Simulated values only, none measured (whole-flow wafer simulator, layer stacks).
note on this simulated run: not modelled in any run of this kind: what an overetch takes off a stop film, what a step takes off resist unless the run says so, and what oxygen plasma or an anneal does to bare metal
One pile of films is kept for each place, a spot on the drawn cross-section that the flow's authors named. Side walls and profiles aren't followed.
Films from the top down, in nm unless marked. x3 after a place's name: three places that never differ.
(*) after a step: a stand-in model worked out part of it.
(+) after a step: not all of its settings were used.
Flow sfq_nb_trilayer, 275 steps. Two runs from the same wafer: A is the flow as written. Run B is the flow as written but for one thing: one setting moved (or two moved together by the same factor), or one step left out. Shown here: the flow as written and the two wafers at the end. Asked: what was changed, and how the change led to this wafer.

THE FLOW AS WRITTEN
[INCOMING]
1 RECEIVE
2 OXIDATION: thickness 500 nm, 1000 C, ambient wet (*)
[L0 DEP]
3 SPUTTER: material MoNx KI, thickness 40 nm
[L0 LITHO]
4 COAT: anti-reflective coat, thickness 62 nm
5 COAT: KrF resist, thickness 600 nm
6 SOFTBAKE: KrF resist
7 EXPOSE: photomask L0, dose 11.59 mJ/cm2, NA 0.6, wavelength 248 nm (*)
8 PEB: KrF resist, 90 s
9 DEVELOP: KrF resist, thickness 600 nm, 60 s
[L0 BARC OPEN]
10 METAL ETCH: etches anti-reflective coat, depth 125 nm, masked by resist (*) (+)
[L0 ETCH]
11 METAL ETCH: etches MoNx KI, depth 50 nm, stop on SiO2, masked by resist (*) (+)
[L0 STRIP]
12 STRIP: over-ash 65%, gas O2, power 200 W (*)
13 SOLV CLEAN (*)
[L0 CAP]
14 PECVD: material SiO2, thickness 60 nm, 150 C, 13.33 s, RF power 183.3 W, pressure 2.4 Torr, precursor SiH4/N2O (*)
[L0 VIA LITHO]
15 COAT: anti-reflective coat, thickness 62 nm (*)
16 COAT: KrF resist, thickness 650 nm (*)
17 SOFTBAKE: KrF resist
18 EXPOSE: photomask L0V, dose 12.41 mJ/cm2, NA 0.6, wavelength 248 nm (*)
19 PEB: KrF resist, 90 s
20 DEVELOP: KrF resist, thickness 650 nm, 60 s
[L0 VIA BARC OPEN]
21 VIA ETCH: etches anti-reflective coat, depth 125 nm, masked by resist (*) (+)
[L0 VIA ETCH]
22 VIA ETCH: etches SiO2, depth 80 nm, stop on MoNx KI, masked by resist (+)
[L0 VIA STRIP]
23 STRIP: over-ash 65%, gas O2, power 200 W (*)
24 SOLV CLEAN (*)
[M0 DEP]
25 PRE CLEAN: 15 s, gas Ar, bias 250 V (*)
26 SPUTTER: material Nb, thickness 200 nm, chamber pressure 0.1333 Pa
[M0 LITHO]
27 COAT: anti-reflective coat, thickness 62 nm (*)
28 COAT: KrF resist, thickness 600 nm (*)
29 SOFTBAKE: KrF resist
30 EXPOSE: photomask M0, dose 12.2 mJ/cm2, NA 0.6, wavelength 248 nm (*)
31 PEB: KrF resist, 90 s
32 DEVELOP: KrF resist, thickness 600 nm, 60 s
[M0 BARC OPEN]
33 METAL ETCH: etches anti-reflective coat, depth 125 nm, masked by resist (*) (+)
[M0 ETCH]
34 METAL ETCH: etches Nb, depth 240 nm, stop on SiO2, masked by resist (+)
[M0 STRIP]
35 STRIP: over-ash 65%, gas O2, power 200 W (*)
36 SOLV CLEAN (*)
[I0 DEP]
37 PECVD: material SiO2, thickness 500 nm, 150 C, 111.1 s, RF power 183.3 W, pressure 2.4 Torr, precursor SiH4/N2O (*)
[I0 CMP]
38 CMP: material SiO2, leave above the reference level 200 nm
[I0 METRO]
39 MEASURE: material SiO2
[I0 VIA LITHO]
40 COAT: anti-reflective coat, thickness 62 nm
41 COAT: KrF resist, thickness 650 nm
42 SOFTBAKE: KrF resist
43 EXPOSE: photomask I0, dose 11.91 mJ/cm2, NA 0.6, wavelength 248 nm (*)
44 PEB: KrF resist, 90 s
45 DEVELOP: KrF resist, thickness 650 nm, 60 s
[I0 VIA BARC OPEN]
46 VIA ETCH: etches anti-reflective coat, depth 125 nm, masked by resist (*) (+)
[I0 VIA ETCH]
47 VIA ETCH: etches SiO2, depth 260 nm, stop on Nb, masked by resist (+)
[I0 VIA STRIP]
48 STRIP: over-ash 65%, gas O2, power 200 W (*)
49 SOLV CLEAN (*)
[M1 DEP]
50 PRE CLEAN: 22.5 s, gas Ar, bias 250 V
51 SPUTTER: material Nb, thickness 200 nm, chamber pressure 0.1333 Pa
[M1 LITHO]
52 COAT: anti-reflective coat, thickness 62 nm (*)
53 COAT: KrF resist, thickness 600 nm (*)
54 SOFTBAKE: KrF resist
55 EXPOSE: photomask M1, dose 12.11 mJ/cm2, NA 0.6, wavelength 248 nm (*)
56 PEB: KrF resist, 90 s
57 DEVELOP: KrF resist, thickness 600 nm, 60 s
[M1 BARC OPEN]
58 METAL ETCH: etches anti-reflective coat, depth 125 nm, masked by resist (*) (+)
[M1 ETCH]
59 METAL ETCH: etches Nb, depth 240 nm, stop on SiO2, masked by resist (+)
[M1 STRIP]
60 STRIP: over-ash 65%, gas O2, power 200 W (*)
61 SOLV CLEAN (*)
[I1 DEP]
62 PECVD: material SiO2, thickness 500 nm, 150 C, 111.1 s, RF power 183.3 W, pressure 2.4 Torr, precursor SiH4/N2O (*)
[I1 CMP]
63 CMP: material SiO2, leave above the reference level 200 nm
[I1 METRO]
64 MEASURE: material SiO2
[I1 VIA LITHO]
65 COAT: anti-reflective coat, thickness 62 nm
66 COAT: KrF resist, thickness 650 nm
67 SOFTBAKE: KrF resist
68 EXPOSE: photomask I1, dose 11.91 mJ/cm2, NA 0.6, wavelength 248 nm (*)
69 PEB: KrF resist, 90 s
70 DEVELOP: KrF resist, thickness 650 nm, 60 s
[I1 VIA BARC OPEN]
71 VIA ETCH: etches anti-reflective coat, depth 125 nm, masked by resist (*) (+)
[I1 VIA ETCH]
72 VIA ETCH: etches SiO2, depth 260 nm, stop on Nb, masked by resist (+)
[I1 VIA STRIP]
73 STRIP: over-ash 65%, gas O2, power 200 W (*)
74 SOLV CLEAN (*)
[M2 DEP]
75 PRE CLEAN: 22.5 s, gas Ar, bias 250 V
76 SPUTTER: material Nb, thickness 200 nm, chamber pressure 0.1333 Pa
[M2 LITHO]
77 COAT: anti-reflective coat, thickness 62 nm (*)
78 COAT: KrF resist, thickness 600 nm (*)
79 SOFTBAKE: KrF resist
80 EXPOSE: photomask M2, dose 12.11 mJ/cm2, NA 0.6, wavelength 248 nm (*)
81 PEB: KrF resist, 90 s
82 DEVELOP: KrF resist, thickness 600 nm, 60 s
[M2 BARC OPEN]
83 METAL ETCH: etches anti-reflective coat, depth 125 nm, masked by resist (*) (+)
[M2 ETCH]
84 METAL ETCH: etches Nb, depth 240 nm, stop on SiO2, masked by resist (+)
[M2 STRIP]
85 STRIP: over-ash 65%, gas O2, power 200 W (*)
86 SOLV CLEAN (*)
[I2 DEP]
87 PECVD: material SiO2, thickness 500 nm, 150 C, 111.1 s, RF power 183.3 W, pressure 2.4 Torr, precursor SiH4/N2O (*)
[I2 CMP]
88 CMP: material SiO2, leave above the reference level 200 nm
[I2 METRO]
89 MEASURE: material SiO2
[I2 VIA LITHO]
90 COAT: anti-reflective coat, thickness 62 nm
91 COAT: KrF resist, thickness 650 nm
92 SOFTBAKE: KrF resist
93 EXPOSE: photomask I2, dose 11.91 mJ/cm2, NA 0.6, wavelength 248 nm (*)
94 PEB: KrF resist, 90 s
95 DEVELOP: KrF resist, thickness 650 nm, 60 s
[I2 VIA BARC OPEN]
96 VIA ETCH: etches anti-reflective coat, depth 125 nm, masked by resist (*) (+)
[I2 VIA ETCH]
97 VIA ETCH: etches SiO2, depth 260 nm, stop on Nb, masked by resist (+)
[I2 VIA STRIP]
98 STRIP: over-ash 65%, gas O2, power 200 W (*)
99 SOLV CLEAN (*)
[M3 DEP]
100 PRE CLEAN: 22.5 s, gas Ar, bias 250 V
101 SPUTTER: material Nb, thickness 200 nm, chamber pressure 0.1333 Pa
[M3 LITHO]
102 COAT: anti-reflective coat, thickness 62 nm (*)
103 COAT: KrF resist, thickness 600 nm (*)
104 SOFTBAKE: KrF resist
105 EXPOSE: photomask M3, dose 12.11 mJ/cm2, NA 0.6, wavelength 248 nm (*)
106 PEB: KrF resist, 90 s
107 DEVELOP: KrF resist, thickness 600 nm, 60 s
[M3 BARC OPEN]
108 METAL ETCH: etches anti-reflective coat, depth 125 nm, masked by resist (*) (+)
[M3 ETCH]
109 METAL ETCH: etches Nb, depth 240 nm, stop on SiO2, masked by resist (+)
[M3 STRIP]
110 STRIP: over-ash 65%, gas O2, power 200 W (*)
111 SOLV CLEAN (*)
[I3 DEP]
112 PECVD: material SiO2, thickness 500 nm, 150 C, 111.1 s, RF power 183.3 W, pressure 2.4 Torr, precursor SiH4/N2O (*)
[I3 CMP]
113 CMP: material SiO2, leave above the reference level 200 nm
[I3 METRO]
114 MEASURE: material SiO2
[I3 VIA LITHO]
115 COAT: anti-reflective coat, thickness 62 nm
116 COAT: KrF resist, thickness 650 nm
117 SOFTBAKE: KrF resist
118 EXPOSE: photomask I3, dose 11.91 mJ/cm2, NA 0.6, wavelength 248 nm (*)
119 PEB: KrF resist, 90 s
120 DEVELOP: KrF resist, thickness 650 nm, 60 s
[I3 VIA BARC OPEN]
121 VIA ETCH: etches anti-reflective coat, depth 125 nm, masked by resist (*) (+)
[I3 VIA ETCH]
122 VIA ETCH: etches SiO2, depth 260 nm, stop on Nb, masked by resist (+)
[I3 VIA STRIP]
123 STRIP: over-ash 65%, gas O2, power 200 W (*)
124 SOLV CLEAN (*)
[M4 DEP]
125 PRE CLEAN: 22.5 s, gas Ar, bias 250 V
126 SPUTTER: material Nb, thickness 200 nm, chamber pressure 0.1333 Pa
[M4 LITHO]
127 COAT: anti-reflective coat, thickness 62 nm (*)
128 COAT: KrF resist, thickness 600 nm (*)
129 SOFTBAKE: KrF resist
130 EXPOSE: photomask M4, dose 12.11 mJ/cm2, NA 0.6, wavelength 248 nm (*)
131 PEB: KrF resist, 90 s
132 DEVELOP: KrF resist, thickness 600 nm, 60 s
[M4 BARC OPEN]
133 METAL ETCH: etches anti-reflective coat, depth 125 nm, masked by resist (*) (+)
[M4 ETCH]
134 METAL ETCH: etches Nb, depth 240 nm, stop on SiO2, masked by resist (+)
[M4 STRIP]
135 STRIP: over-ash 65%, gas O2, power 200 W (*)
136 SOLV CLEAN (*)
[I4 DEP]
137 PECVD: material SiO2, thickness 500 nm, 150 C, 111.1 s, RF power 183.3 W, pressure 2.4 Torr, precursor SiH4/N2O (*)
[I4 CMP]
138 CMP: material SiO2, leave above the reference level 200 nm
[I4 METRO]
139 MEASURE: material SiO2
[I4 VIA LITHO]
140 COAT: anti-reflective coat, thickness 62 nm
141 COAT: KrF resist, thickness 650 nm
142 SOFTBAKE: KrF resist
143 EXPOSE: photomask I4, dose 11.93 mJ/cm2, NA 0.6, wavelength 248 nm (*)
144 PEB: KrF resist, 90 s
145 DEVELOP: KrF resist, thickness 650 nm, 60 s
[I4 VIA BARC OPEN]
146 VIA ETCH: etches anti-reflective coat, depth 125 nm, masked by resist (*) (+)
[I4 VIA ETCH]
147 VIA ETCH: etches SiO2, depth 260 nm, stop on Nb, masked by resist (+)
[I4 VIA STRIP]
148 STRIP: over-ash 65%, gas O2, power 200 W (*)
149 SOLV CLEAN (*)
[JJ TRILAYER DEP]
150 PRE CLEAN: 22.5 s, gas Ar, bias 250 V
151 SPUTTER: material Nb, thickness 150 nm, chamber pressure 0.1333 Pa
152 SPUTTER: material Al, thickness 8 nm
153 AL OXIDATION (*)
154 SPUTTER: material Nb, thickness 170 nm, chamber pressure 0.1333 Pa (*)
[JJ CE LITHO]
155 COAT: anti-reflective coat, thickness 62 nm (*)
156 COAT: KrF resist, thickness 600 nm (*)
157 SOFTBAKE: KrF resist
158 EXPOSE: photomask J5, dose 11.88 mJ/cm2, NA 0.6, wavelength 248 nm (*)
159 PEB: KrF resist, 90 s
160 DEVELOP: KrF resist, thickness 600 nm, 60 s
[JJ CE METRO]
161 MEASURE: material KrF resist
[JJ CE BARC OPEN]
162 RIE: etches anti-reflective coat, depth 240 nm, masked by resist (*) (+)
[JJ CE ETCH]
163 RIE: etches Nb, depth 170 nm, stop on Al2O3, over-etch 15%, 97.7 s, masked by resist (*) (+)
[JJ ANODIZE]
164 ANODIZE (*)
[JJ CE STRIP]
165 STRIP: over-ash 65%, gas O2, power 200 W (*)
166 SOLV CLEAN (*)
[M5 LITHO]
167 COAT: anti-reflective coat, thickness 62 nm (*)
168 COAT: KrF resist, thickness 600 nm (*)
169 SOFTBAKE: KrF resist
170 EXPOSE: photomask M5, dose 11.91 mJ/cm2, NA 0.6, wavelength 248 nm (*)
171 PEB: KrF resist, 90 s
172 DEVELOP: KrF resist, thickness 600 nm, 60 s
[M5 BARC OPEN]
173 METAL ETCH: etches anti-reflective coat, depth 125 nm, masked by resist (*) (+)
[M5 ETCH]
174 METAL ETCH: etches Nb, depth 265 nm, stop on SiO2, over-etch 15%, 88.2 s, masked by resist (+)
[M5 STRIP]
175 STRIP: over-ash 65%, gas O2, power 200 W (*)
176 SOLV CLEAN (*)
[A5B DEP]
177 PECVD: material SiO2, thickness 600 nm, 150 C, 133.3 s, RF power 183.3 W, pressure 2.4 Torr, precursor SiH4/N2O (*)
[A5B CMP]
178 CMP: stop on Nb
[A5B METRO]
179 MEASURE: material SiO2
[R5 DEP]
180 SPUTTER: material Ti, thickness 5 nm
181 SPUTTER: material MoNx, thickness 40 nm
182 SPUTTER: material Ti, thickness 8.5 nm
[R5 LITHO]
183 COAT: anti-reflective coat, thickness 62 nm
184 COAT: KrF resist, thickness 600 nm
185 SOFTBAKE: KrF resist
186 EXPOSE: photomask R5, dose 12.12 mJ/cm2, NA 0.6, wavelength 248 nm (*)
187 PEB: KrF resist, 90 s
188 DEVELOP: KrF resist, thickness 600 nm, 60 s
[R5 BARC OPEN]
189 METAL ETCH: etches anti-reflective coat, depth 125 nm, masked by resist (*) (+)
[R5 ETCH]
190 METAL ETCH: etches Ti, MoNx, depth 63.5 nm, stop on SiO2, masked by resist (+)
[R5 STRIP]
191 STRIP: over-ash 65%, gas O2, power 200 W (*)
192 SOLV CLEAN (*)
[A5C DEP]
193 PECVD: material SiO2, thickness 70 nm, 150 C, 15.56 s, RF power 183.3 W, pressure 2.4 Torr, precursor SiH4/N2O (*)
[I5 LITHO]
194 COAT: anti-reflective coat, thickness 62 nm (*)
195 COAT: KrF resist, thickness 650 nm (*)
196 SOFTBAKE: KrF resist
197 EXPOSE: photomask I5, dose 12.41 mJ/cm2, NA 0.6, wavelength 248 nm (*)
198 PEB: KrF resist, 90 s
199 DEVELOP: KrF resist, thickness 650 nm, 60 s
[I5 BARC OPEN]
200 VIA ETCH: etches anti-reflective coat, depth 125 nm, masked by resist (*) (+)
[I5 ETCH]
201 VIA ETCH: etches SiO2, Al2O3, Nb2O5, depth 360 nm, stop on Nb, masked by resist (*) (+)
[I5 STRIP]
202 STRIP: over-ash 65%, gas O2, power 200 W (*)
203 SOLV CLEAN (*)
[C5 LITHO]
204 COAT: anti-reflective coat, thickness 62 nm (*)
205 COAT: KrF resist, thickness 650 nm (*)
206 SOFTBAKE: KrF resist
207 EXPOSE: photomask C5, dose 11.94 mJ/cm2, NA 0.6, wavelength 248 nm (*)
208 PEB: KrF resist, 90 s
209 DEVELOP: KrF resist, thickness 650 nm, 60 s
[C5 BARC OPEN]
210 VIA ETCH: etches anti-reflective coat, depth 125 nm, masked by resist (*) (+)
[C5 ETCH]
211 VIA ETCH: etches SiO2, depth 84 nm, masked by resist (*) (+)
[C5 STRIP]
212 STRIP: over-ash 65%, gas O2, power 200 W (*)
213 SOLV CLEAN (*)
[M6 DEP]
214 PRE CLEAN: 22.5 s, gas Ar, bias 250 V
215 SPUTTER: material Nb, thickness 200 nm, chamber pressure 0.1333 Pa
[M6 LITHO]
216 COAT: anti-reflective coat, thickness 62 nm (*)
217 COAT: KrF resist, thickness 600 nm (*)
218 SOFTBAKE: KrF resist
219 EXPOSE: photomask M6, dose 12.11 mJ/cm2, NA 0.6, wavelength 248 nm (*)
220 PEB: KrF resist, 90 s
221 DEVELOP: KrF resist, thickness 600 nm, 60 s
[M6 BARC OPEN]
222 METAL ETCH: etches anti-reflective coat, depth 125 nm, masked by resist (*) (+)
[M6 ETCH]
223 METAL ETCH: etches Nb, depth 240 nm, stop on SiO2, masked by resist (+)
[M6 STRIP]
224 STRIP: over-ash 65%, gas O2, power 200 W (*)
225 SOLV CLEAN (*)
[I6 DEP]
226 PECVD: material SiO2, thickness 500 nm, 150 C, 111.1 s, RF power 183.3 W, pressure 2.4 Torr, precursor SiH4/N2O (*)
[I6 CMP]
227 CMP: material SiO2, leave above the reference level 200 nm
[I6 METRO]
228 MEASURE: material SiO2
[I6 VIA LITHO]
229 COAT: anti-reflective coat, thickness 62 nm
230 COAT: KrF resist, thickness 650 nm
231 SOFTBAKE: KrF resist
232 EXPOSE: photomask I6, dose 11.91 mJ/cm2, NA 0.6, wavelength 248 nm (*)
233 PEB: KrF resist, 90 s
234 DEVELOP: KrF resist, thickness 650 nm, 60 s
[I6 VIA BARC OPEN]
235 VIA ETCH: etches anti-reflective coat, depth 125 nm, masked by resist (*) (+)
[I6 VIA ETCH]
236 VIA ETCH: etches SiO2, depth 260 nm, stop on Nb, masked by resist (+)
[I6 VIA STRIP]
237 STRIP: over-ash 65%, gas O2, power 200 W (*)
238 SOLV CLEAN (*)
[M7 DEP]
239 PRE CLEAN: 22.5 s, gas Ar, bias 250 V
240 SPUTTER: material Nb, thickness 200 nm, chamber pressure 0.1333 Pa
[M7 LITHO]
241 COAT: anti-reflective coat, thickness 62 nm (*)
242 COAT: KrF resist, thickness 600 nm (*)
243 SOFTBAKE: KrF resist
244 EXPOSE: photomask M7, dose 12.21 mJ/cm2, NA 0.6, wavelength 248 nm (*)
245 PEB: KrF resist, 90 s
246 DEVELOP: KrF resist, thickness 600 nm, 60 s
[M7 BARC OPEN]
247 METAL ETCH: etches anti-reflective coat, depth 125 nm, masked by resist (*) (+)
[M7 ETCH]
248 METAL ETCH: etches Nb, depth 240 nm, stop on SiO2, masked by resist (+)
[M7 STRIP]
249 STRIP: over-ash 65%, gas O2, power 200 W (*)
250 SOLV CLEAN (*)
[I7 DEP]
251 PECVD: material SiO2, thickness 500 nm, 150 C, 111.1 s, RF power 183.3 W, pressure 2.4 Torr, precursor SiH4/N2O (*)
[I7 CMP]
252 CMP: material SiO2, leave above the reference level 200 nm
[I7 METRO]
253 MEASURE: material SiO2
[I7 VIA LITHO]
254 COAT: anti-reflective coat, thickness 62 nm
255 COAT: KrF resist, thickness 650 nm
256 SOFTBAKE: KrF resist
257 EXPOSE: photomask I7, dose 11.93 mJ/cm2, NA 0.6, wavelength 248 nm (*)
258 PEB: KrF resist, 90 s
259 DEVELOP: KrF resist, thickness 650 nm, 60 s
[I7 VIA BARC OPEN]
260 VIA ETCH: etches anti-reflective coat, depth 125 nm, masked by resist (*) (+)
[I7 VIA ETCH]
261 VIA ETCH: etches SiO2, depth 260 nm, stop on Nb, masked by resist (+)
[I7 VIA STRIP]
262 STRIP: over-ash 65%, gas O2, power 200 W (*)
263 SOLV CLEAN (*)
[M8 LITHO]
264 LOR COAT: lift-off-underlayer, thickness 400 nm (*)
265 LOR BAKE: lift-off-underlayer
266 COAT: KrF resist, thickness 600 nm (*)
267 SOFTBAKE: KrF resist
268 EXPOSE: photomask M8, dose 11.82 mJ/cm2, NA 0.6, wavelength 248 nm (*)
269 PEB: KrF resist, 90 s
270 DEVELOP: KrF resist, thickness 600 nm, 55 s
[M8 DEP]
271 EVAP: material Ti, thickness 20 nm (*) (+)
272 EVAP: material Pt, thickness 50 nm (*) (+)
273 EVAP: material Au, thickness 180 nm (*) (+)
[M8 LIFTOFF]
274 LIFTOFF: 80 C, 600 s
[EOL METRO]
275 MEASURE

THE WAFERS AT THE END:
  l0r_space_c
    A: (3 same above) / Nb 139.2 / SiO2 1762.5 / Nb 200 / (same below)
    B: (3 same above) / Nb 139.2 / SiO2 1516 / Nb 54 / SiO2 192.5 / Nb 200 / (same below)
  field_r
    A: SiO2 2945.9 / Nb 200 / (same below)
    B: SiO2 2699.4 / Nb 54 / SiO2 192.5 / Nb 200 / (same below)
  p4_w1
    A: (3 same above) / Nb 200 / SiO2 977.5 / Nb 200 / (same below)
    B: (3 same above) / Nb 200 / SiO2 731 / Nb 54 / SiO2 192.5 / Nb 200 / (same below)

The cause: step 59, METAL ETCH: depth 146 nm was run, where the flow has depth 240 nm.

How the change led to this, step by step:
  59 METAL ETCH: etches Nb, depth 240 nm, stop on SiO2, masked by resist (+)
      field_l, be, be_sur and 79 more: A Nb -200 (all of it) | B Nb -146
      v_sur, via_wl, via_w and 21 more: A KrF resist -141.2 | B KrF resist -85.9
  60 STRIP: over-ash 65%, gas O2, power 200 W (*)
      wl_j_sl, wl_jj, wl_j_sr and 13 more: A KrF resist -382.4 (all of it), anti-reflective coat -62 (all of it) | B KrF resist -437.7 (all of it), anti-reflective coat -62 (all of it)
      v_sur: A KrF resist -365.9 (all of it), anti-reflective coat -61.1 (all of it) | B KrF resist -421.2 (all of it), anti-reflective coat -61.1 (all of it)
      (and at 7 more places)
  62 PECVD: material SiO2, thickness 500 nm, 150 C, 111.1 s, RF power 183.3 W, pressure 2.4 Torr, precursor SiH4/N2O (*)
      field_l, be, be_sur and 72 more: A SiO2 +500 | B SiO2 +500 (new film)
      lsp_m, ln_m6, lsp_r, l0_sur, l0v: A SiO2 +494.9 | B SiO2 +500 (new film)
      (and at 2 more places)
  63 CMP: material SiO2, leave above the reference level 200 nm
      field_l, be, be_sur and 72 more: A SiO2 -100 | B SiO2 -154
      lsp_m, ln_m6, lsp_r, l0_sur, l0v: A SiO2 -94.9 | B SiO2 -154
Counting metal films that touch as one body, l0r_space_c has 3 bodies (between them, from the top down: SiO2 1516; SiO2 192.5); the flow as written gives 2 bodies (between them, from the top down: SiO2 1762.5).
Counting metal films that touch as one body, field_r has 2 bodies (between them, from the top down: SiO2 192.5); the flow as written gives 1 body.
Counting metal films that touch as one body, p4_w1 has 4 bodies (between them, from the top down: SiO2 192.5; SiO2 731; SiO2 192.5); the flow as written gives 3 bodies (between them, from the top down: SiO2 192.5; SiO2 977.5).
